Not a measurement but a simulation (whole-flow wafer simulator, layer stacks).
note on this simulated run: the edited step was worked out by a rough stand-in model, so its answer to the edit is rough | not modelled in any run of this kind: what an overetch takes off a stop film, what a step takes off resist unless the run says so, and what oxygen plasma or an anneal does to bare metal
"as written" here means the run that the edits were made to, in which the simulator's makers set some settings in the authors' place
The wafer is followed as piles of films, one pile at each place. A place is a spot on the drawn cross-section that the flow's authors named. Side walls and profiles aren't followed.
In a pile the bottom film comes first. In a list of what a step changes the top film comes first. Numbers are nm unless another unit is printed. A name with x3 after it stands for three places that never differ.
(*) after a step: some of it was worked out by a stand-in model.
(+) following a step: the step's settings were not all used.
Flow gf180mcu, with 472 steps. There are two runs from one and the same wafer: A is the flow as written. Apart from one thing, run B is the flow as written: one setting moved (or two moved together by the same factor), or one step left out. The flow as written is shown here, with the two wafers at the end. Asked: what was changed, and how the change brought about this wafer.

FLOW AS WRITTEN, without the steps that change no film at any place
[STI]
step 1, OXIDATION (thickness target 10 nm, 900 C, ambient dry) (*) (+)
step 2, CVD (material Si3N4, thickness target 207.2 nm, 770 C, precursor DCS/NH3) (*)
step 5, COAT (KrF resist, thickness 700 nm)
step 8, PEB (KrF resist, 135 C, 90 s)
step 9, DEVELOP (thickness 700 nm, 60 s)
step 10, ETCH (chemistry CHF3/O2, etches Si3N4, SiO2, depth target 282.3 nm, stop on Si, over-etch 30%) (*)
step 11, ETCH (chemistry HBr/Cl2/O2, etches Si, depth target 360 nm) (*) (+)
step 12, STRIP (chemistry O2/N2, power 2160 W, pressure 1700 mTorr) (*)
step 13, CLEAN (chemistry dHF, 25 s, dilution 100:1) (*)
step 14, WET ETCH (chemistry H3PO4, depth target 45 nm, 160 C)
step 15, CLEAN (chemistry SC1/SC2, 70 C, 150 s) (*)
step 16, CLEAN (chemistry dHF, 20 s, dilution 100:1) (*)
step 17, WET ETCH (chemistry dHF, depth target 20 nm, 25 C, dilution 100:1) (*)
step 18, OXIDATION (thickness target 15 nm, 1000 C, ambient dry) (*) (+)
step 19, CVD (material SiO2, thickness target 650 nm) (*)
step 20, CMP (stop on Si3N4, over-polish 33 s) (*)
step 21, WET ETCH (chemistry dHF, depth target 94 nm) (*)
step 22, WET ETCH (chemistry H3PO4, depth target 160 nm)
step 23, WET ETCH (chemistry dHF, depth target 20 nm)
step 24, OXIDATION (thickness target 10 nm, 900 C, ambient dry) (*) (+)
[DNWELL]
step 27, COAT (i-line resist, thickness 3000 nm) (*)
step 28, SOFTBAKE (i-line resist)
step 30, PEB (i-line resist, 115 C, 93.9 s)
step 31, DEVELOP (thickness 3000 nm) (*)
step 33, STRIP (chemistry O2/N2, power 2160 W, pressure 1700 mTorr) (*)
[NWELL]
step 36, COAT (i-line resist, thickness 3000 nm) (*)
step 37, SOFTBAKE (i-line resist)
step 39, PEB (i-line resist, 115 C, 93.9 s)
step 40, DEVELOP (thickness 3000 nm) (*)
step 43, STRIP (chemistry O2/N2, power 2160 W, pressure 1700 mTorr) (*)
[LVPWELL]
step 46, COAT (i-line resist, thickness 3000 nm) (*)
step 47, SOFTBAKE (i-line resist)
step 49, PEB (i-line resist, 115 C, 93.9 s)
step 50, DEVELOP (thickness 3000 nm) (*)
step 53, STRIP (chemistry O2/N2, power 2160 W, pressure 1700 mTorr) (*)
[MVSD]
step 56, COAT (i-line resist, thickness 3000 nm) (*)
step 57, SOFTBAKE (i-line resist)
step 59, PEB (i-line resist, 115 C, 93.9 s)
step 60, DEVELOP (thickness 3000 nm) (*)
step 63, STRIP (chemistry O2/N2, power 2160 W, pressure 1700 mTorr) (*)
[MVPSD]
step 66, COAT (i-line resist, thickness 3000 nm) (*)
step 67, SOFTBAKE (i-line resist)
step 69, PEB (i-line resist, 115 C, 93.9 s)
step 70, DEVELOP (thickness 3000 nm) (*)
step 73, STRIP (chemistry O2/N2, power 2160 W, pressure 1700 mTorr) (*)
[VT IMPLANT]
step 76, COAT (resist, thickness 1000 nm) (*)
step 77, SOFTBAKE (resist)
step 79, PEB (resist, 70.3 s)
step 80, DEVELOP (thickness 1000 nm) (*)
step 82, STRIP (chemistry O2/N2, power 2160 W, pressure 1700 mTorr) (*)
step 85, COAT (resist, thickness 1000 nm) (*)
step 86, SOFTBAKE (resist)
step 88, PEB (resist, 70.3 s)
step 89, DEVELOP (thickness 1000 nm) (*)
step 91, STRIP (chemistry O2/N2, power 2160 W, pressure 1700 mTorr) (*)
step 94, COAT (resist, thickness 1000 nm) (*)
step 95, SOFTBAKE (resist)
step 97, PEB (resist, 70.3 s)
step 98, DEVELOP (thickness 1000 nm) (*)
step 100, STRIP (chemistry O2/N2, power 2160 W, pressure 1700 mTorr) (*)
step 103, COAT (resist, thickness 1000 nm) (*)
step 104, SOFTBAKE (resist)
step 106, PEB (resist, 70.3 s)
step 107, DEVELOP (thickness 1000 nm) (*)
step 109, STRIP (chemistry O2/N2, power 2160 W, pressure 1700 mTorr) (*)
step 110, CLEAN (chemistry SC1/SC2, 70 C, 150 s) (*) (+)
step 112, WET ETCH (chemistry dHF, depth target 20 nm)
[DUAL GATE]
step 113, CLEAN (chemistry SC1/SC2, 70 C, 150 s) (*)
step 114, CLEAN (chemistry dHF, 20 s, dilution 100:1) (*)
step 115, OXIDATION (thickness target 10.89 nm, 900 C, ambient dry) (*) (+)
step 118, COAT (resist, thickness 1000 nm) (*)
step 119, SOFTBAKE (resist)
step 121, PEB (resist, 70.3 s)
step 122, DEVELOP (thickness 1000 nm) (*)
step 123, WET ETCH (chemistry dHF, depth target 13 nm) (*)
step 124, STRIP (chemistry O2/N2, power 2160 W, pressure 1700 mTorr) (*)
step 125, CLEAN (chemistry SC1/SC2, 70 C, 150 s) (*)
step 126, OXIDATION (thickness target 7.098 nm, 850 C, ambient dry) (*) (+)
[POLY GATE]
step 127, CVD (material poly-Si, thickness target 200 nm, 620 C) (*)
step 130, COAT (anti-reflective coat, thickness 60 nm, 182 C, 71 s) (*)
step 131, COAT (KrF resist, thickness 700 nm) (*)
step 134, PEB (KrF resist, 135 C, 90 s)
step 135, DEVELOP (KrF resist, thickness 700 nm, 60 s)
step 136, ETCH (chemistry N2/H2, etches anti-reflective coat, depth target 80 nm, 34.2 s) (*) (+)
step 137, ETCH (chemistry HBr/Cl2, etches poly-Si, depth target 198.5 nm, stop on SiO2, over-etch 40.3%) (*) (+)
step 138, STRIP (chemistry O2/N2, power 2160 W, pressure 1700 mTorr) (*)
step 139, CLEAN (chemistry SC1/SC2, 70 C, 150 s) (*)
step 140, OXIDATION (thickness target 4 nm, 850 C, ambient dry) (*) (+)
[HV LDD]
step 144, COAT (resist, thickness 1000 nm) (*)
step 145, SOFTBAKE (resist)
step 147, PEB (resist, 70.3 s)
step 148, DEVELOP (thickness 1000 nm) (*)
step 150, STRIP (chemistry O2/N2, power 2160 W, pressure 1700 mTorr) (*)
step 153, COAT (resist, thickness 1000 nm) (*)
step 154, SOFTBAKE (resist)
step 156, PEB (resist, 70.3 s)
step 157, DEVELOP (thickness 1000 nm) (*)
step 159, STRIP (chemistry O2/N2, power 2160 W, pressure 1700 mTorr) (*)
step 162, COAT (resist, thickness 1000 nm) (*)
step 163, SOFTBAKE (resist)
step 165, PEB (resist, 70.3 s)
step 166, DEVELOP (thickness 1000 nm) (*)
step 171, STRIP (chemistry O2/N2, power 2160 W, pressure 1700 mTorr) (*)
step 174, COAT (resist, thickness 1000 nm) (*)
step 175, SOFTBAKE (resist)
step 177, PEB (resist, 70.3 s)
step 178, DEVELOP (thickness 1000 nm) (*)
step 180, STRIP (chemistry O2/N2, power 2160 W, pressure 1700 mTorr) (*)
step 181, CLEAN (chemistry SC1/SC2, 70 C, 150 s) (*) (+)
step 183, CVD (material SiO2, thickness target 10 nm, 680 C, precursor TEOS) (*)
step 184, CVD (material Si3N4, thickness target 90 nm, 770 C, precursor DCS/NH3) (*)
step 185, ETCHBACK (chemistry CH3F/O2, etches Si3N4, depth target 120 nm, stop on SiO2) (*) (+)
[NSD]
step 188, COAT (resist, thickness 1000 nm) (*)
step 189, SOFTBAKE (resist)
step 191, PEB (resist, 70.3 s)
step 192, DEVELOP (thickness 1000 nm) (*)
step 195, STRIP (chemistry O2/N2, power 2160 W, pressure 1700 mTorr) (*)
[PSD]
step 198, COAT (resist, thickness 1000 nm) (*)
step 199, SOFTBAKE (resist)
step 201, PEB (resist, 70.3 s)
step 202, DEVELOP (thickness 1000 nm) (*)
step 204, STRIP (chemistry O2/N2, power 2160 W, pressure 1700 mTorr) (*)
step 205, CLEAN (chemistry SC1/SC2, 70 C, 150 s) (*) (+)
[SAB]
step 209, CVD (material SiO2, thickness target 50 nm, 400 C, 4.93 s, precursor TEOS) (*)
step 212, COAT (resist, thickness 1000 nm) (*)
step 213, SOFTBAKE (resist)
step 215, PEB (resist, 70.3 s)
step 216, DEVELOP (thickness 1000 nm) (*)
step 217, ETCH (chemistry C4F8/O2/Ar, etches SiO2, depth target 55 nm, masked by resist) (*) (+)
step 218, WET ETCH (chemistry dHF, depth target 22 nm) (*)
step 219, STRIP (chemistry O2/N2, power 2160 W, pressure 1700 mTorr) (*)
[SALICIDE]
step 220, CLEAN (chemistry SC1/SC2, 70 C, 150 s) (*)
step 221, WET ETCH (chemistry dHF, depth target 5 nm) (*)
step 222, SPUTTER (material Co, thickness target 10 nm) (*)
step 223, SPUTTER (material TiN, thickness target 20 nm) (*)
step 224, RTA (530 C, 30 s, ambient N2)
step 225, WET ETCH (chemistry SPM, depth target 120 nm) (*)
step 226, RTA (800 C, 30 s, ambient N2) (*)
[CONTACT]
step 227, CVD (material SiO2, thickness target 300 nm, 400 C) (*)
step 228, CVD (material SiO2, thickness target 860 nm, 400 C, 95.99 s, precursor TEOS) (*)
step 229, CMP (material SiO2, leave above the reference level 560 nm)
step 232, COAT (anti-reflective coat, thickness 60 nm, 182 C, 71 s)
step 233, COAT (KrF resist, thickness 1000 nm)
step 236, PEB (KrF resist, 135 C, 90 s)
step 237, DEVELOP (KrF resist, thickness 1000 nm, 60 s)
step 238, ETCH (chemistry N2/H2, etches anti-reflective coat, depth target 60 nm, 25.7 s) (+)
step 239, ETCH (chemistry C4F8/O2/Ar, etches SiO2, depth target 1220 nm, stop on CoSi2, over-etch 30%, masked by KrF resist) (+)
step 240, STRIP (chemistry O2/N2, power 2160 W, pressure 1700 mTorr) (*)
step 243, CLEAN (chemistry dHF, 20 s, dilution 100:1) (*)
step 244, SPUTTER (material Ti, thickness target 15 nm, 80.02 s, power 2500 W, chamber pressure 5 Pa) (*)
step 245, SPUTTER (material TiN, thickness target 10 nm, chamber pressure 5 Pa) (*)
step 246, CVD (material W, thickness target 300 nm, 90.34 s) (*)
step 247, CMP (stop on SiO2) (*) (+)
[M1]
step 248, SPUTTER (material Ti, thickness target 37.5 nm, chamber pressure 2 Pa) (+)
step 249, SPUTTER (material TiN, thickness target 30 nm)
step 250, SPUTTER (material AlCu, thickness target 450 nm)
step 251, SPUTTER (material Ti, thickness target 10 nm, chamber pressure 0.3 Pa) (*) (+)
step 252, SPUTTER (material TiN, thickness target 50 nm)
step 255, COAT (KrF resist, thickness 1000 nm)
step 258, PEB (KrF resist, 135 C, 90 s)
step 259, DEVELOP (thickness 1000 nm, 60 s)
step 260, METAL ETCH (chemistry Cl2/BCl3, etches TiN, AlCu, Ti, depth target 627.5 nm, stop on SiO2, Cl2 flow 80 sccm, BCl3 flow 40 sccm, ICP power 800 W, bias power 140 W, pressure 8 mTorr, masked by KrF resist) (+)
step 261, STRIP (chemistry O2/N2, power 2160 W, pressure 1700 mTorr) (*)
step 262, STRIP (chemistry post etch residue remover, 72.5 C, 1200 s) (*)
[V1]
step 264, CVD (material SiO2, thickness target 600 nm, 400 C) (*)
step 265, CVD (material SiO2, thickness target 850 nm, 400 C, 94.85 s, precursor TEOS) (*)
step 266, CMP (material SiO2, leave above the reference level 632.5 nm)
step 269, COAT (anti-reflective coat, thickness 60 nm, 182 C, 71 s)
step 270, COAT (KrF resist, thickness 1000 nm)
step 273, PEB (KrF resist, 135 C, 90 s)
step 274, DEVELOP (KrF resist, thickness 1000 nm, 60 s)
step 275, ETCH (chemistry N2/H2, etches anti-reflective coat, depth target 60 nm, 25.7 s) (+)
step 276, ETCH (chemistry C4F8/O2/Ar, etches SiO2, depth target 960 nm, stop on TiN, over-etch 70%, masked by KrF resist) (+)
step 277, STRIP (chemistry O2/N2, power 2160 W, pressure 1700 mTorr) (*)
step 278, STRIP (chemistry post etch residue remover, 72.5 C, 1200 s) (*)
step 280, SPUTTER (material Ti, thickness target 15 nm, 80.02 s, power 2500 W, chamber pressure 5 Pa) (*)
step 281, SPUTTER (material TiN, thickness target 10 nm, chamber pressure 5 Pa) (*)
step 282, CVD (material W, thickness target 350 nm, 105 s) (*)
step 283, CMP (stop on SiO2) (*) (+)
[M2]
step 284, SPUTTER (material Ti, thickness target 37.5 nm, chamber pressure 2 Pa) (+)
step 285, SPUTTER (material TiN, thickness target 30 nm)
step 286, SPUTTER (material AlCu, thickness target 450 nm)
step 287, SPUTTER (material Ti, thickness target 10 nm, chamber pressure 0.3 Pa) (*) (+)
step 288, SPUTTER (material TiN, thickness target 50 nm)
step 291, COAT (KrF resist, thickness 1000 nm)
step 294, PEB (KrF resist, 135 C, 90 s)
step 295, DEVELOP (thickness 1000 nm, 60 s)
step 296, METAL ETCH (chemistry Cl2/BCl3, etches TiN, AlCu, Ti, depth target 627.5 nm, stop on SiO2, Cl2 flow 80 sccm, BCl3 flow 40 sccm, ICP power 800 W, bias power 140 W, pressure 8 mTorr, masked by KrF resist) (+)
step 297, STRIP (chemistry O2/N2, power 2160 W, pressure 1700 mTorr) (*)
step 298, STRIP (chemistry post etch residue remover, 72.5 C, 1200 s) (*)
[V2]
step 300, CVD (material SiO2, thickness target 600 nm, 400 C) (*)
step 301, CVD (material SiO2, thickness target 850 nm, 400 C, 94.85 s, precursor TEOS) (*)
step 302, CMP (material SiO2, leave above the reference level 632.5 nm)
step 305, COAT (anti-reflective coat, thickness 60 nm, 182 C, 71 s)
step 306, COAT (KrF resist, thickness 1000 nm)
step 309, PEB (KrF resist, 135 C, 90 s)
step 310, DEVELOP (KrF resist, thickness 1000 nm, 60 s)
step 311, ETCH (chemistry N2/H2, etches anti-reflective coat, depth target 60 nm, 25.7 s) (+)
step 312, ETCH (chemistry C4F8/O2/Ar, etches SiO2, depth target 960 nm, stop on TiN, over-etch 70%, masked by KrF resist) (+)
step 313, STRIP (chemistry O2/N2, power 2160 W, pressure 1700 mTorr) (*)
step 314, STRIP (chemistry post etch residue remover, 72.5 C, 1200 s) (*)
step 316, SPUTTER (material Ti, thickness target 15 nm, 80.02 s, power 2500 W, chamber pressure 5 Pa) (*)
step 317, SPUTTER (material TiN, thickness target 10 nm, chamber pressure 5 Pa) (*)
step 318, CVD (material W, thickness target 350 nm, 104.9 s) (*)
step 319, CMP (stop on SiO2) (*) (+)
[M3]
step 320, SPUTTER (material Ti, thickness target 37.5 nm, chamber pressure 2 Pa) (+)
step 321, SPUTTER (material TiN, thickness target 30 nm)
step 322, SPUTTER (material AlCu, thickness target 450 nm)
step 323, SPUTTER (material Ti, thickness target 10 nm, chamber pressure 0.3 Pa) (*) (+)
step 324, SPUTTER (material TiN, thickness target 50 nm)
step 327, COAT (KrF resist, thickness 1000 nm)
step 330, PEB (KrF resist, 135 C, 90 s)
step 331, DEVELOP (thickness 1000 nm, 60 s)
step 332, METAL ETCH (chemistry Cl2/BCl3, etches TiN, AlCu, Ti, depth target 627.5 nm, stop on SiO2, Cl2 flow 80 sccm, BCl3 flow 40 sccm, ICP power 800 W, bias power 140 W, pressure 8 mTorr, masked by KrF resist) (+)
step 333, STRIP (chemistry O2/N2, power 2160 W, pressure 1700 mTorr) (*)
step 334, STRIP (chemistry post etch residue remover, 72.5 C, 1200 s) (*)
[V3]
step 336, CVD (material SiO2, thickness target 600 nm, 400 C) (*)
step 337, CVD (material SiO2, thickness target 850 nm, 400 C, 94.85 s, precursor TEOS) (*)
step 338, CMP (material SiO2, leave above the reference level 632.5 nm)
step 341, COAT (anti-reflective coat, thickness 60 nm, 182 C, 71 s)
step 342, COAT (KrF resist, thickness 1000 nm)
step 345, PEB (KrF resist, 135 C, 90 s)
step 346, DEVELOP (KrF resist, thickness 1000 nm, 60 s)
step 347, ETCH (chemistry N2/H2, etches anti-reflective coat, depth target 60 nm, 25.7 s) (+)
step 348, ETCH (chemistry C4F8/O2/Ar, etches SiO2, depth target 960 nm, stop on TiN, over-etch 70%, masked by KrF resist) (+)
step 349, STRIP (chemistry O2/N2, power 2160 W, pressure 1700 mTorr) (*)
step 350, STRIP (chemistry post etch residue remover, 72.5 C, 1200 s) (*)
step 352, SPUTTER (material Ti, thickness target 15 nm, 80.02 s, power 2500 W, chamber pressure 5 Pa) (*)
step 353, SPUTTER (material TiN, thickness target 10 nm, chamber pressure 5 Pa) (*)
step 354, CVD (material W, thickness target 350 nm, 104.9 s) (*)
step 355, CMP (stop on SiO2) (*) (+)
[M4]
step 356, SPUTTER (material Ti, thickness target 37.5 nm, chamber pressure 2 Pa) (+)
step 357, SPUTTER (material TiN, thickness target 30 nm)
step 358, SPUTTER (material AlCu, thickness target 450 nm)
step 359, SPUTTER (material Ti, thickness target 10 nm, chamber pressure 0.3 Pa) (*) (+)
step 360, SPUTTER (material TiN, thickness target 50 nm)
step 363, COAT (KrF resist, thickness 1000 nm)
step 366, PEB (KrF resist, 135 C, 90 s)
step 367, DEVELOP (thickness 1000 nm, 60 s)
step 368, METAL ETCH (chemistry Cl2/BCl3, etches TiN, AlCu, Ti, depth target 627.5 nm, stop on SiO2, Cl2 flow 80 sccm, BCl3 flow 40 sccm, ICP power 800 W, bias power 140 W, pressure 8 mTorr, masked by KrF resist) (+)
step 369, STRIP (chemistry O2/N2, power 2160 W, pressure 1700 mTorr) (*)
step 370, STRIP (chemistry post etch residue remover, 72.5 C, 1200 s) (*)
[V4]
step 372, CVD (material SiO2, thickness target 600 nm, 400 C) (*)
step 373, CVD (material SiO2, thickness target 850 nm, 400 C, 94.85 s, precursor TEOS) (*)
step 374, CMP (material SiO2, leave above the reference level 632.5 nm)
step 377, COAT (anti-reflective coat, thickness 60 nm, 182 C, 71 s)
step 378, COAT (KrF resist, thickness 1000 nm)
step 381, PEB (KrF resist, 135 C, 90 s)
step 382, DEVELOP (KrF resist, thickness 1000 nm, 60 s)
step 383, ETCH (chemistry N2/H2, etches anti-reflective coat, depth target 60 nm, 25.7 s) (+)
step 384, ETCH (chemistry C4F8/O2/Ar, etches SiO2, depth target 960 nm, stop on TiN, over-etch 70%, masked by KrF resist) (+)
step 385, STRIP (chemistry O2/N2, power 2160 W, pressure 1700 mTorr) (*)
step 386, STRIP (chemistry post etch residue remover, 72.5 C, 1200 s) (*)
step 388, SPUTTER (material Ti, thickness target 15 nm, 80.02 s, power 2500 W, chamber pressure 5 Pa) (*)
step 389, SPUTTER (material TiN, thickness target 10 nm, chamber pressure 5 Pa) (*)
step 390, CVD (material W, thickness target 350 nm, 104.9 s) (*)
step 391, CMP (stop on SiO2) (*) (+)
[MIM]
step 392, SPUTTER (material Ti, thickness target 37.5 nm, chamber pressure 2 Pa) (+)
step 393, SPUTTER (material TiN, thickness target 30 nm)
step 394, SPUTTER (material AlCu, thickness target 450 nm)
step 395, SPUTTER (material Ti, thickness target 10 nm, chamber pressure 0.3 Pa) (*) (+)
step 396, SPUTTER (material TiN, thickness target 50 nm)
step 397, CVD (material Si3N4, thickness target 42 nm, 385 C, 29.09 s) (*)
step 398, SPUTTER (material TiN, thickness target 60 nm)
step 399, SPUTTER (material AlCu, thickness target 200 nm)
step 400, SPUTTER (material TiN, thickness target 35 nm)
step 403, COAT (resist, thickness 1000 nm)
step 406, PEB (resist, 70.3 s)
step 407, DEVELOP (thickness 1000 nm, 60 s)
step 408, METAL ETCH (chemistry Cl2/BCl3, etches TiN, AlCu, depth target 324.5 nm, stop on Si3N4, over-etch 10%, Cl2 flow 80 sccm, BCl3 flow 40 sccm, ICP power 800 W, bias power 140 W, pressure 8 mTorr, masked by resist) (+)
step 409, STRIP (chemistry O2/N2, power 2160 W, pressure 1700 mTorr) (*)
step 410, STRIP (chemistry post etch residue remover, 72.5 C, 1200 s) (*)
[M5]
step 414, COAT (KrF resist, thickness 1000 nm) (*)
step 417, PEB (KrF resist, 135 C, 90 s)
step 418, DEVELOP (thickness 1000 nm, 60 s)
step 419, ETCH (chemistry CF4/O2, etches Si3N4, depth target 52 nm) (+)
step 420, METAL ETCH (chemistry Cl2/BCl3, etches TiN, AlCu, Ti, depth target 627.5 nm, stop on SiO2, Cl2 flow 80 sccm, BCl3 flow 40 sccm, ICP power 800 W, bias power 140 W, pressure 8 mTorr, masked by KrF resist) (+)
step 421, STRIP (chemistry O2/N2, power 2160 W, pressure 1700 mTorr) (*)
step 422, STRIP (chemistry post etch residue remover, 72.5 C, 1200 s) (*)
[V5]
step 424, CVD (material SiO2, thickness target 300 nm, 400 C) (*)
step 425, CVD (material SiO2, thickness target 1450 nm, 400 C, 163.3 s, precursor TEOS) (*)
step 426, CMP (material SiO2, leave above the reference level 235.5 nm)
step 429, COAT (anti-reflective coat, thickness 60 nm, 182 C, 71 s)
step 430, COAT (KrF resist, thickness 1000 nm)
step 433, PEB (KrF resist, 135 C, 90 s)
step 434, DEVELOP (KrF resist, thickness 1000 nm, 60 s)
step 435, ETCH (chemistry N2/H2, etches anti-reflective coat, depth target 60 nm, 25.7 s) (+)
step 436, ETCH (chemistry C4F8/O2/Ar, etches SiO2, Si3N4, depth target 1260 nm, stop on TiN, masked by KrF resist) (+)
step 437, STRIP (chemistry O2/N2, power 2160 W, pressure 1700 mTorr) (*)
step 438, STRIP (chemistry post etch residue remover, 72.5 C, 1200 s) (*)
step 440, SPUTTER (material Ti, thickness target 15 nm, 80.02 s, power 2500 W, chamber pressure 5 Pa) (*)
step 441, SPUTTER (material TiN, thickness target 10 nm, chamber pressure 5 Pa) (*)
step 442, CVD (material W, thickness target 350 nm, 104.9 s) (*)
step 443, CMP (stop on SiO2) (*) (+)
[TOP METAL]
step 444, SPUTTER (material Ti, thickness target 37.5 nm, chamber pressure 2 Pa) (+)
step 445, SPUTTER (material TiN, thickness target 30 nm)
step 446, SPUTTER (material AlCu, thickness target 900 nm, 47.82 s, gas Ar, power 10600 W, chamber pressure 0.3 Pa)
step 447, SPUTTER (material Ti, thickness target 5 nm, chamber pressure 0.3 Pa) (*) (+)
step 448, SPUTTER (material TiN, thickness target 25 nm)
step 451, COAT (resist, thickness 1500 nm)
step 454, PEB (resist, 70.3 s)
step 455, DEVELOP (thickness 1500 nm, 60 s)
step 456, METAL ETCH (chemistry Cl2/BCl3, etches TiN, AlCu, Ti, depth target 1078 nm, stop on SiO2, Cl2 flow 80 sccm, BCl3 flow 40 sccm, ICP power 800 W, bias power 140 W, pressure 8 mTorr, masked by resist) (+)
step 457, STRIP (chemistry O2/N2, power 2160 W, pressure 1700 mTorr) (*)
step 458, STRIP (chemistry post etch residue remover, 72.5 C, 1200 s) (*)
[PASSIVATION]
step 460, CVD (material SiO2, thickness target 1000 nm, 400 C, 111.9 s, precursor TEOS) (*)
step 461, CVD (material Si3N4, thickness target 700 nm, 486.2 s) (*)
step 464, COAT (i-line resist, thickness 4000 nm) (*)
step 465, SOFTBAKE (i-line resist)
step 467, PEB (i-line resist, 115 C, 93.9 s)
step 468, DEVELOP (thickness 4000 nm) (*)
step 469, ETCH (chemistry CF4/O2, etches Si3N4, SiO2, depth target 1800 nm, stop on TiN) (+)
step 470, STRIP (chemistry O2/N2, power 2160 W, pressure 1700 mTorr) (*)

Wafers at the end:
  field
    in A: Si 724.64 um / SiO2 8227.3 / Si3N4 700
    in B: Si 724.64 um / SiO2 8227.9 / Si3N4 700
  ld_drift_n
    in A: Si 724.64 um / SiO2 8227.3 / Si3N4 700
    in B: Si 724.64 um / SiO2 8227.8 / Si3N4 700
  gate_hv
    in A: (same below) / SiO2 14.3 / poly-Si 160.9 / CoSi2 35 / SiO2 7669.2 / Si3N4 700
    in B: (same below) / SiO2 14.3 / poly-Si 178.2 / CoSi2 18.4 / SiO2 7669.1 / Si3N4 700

The reason: step 222, SPUTTER: thickness target 5.25 nm was run, whereas the flow has thickness target 10 nm.

Step by step, how the change led to this:
  step 222, SPUTTER (material Co, thickness target 10 nm) (*)
      field, field__w7, field__w8 and 71 more: A +10 Co (new film) | B +5.25 Co (new film)
      field__w6, field_sub, field_sub__w2: A +9.95 Co (new film) | B +5.22 Co (new film)
      (and at 34 other places as well)
  step 224, RTA (530 C, 30 s, ambient N2)
      gate, gate_hv, gate_p and 22 more: A under 1 film: +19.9 CoSi (new film), -10 Co (all of it), -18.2 poly-Si | B under 1 film: +10.4 CoSi (new film), -5.25 Co (all of it), -9.56 poly-Si
      active, p_well, sd_n and 11 more: A under 1 film: +19.9 CoSi (new film), -10 Co (all of it), -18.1 Si | B under 1 film: +10.4 CoSi (new film), -5.25 Co (all of it), -9.52 Si
      (and at 10 other places as well)
  step 225, WET ETCH (chemistry SPM, depth target 120 nm) (*)
      field, field__w7, field__w8 and 32 more: A -20 TiN (all of it), -10 Co (all of it) | B -20 TiN (all of it), -5.25 Co (all of it)
      field__w9, nw_enc_fld_lv__w3: A -19.1 TiN (all of it), -9.6 Co (all of it) | B -19.1 TiN (all of it), -5.04 Co (all of it)
      (and at 25 other places as well)
  step 226, RTA (800 C, 30 s, ambient N2) (*)
      gate, gate_hv, gate_p and 22 more: A +35 CoSi2 (new film), -19.9 CoSi (all of it), -18.2 poly-Si | B +18.4 CoSi2 (new film), -10.4 CoSi (all of it), -9.56 poly-Si
      active, p_well, sd_n and 11 more: A +35 CoSi2 (new film), -19.9 CoSi (all of it), -18.1 Si | B +18.4 CoSi2 (new film), -10.4 CoSi (all of it), -9.52 Si
      (and at 10 other places as well)
